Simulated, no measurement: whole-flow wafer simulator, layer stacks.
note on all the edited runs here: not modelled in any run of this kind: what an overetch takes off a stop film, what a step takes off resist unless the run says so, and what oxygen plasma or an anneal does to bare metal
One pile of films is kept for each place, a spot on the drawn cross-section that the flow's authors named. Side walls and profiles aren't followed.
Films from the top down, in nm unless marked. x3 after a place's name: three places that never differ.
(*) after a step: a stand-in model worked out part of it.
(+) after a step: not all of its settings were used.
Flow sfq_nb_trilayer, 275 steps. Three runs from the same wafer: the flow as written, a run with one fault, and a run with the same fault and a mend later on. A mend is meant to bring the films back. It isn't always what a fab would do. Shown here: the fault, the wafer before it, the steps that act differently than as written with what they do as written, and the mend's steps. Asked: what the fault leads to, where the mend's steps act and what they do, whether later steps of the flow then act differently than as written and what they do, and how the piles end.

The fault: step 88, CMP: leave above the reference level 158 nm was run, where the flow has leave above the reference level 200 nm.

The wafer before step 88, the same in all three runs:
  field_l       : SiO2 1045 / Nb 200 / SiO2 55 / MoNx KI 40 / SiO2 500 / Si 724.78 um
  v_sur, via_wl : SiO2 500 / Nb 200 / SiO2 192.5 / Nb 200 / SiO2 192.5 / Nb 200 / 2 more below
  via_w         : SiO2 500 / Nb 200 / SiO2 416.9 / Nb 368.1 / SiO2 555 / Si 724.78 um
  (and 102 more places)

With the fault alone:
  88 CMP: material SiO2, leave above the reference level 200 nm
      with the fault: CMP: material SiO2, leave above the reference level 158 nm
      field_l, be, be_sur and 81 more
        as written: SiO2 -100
        with the fault: SiO2 -142
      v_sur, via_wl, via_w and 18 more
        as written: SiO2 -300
        with the fault: SiO2 -342
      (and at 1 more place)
  Later steps of the flow that act differently than as written (4 more steps differ only slightly, by at most 2% or 0.5 nm, whichever is larger, and aren't shown):
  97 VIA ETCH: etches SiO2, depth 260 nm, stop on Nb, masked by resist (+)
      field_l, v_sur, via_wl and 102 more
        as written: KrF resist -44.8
        with the fault: KrF resist -40.8
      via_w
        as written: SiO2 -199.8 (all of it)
        with the fault: SiO2 -157.8 (all of it)
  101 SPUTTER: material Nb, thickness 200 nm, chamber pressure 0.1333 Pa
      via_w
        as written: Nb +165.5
        with the fault: Nb +174.7
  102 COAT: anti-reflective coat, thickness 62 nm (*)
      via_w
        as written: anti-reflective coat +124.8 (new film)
        with the fault: anti-reflective coat +114 (new film)
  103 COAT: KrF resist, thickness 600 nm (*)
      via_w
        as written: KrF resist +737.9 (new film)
        with the fault: KrF resist +703.8 (new film)
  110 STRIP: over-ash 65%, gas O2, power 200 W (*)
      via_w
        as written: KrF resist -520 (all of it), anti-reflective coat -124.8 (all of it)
        with the fault: KrF resist -485.9 (all of it), anti-reflective coat -114 (all of it)
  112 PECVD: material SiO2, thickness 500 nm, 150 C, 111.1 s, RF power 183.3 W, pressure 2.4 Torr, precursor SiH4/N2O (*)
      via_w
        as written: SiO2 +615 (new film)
        with the fault: SiO2 +539.3 (new film)
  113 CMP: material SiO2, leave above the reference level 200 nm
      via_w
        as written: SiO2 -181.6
        with the fault: SiO2 -157.1
  At the end the piles differ from the flow's by more than 2% or 0.5 nm, whichever is larger, at v_sur, via_wl, via_w and 77 more.
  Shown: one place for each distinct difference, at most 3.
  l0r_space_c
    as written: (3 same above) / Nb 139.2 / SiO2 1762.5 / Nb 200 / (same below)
    with the fault: (3 same above) / Nb 139.2 / SiO2 1720.5 / Nb 200 / (same below)
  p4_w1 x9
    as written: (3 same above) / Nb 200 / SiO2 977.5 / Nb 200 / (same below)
    with the fault: (3 same above) / Nb 200 / SiO2 935.5 / Nb 200 / (same below)
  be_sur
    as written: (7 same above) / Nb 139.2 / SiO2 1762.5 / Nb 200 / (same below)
    with the fault: (7 same above) / Nb 139.2 / SiO2 1720.5 / Nb 200 / (same below)

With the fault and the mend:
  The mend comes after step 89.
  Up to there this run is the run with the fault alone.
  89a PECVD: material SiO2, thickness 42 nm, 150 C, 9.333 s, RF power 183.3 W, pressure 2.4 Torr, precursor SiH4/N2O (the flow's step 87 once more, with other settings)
      field_l, v_sur, via_wl and 103 more
        SiO2 +42
  No later step of the flow acts differently than as written, at any place that is followed, by more than 2% or 0.5 nm, whichever is larger.
  At the end the piles are the same as the flow's at every place that both follow.
